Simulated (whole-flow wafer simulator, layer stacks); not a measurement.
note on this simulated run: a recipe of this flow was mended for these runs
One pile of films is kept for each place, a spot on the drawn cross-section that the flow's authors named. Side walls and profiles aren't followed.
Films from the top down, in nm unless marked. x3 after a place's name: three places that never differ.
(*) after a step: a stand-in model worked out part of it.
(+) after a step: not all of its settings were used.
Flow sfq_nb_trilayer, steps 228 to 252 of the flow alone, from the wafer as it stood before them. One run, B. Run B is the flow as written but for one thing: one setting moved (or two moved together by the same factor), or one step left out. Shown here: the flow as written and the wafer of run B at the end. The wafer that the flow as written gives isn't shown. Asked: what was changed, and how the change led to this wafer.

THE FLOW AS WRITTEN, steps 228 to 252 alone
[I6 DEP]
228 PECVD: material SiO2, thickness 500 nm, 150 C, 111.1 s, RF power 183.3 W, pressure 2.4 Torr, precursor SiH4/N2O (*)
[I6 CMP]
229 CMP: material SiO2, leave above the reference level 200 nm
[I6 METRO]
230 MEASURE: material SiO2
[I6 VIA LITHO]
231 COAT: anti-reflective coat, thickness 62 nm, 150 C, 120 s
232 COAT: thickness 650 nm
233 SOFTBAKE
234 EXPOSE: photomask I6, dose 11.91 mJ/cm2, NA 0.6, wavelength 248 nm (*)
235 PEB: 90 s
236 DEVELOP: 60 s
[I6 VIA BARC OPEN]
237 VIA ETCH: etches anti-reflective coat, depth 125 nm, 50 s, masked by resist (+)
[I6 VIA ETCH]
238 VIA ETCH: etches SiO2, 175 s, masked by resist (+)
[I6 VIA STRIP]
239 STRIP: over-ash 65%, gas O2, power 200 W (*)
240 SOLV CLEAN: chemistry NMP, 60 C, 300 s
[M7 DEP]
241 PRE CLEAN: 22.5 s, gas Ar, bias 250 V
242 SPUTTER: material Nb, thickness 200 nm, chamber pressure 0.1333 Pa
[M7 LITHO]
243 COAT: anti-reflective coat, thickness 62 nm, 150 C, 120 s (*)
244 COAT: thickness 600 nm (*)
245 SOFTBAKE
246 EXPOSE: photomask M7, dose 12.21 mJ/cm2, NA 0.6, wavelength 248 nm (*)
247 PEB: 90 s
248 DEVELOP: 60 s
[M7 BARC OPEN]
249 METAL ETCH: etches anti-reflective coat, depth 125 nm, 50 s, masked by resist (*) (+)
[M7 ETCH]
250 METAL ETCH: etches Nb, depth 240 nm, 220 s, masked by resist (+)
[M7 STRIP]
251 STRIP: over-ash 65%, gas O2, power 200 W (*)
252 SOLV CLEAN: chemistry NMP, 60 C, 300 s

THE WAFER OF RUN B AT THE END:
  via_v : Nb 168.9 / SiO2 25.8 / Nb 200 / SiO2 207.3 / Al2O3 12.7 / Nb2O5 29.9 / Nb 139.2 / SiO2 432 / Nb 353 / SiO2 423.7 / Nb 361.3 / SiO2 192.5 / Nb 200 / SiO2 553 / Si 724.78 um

The cause: step 238, VIA ETCH: 112 s was run, where the flow has 175 s.

How the change led to this, step by step:
  238 VIA ETCH: etches SiO2, 175 s, masked by resist (+)
      via_v: SiO2 -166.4 (as written it would be: SiO2 -199.7 (all of it), Nb -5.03)
      field_l, v_sur, via_wl and 102 more: KrF-resist-other-grade -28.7 (as written it would be: KrF-resist-other-grade -44.8)
  239 STRIP: over-ash 65%, gas O2, power 200 W (*)
      field_l, v_sur, via_wl and 102 more: KrF-resist-other-grade -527 (all of it), anti-reflective coat -62 (all of it) (as written it would be: KrF-resist-other-grade -510.8 (all of it), anti-reflective coat -62 (all of it))
  241 PRE CLEAN: 22.5 s, gas Ar, bias 250 V
      via_v: SiO2 -7.5 (as written it would be: Nb -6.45)
  242 SPUTTER: material Nb, thickness 200 nm, chamber pressure 0.1333 Pa
      via_v: Nb +168.9 (new film) (as written it would be: Nb +159.9)
  243 COAT: anti-reflective coat, thickness 62 nm, 150 C, 120 s (*)
      via_v: anti-reflective coat +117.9 (new film) (as written it would be: anti-reflective coat +128 (new film))
      wire: anti-reflective coat +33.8 (new film) (as written it would be: anti-reflective coat +34.5 (new film))
  244 COAT: thickness 600 nm (*)
      via_v: KrF-resist-other-grade +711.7 (new film) (as written it would be: KrF-resist-other-grade +742.2 (new film))
  251 STRIP: over-ash 65%, gas O2, power 200 W (*)
      via_v: KrF-resist-other-grade -476 (all of it), anti-reflective coat -117.9 (all of it) (as written it would be: KrF-resist-other-grade -506.5 (all of it), anti-reflective coat -128 (all of it))
      wire: KrF-resist-other-grade -372.7 (all of it), anti-reflective coat -33.8 (all of it) (as written it would be: KrF-resist-other-grade -368.8 (all of it), anti-reflective coat -34.5 (all of it))
Counting metal films that touch as one body, via_v has 6 bodies (between them, from the top down: SiO2 25.8; SiO2 207.3 / Al2O3 12.7 / Nb2O5 29.9; SiO2 432; SiO2 423.7; SiO2 192.5); the flow as written gives 5 bodies (between them, from the top down: SiO2 207.3 / Al2O3 12.7 / Nb2O5 29.9; SiO2 432; SiO2 423.7; SiO2 192.5).
